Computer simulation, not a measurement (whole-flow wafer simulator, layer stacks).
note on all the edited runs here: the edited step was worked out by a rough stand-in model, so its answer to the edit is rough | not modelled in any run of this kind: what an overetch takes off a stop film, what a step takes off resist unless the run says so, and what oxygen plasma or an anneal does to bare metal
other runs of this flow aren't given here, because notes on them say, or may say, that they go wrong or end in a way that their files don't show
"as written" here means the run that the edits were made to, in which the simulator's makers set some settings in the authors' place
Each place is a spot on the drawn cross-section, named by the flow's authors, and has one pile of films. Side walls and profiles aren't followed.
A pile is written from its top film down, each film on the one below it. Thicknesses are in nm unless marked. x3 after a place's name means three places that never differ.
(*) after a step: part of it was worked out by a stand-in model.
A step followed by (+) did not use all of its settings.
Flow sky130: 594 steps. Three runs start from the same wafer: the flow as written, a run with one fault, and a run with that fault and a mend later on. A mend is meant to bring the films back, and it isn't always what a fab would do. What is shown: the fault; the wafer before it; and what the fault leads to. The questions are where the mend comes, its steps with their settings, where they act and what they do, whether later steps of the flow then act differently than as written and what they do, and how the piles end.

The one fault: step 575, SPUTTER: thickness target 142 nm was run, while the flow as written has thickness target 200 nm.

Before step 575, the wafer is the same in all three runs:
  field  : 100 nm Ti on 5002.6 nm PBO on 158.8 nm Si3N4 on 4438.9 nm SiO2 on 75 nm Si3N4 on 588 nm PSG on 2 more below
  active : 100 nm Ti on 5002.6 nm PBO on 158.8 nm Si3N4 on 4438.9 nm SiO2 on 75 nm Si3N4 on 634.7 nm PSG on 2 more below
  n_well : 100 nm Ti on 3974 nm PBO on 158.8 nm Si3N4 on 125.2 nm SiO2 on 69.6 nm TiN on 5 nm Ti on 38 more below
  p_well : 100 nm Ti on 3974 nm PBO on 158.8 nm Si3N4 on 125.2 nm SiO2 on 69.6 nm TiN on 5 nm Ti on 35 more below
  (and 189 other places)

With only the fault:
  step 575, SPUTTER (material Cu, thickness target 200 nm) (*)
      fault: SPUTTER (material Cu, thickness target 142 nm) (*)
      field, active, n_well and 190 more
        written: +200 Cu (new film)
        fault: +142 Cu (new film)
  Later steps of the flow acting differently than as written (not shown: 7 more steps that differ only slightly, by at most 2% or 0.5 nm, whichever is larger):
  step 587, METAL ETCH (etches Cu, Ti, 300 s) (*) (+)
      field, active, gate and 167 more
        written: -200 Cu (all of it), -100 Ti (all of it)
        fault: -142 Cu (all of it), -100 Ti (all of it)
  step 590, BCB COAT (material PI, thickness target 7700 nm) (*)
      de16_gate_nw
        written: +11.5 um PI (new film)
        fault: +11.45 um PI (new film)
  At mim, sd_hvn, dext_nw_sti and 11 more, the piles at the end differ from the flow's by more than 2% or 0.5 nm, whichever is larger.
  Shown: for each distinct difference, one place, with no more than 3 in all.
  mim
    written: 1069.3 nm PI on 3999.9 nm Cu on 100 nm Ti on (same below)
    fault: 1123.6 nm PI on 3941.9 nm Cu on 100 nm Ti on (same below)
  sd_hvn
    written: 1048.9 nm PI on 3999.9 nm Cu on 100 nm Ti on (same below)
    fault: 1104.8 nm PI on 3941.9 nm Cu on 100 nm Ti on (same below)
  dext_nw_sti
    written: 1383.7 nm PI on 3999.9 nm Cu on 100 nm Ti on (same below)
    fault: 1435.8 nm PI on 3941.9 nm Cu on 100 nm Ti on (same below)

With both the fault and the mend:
  The mend stands after step 582.
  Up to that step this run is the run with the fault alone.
  step 582a, STRIP (chemistry NMP, 80 C, 900 s)
      wcut_nhv, wcut_phv, wcut_fox_pw and 23 more
        -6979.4 i-line resist (all of it)
      mim_edge_plate_strap, mim_edge_plate, mim_edge_gap, mim_edge_gap_sheet, vpp_l1ln, dnw_fox
        -6980.8 i-line resist (all of it)
      gate_len, gate_lvt_sd_len, gate_p_sd_len, gate_p_hvt_sd_len, gate_p_lvt_sd_len, gate_len_250
        -6982 i-line resist (all of it)
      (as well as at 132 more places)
  step 582b, SPUTTER (material Cu, thickness target 58 nm) (*) (the flow's step 575, run once more with other settings)
      field, active, n_well and 190 more
        +58 Cu
  step 582c, HMDS (120 C, 60 s) (the flow's step 577, run once more)
      leaves every film unchanged at each place that is followed
  step 582d, COAT (i-line resist, thickness 7000 nm) (*) (the flow's step 578, run once more)
      dice_street, wcut_nhv, wcut_phv and 18 more
        +7000 i-line resist (new film)
      poly_ln, iso_pw_fox, gate_lvt_sd, active_lvt, spacer_lvt, sonos_sd, sonos_cell_x, sonos_guard_x
        +7003.2 i-line resist (new film)
      vpp_iso2, mim_edge_plate_strap, mim_edge_plate, mim_edge_gap, mim_edge_gap_sheet, gate_hv_nvt, de16_nw_sti
        +7001.4 i-line resist (new film)
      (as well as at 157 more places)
  step 582e, SOFTBAKE (i-line resist, 110 C, 180 s) (the flow's step 579, run once more)
      de16_gate_pw, de16_pw_fp, de16_pw_sti, de16_psrc_nw
        -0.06 i-line resist
      field, active_lvt
        +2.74 i-line resist
      mim, vcap_hvt
        -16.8 i-line resist
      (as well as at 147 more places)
  step 582f, EXPOSE (photomask CU1M) (the flow's step 580, run once more)
      leaves every film unchanged at each place that is followed
  step 582g, PEB (i-line resist, 90 C, 60 s) (the flow's step 581, run once more)
      field, active, n_well and 134 more
        -0.07 i-line resist
      pad
        -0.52 i-line resist
  step 582h, DEVELOP (thickness 7000 nm) (*) (the flow's step 582, run once more)
      field, active, gate and 167 more
        -20.6 i-line resist
      n_well, p_well, sd_n, sd_p
        -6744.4 i-line resist (all of it)
      dep_nw_sti, dep_ntap_nw, de16_nw_sti
        -7000.7 i-line resist (all of it)
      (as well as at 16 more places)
  Every later step of the flow that is run acts as written at every place that is followed.
  By the end, the piles equal the flow's at every place that both follow.
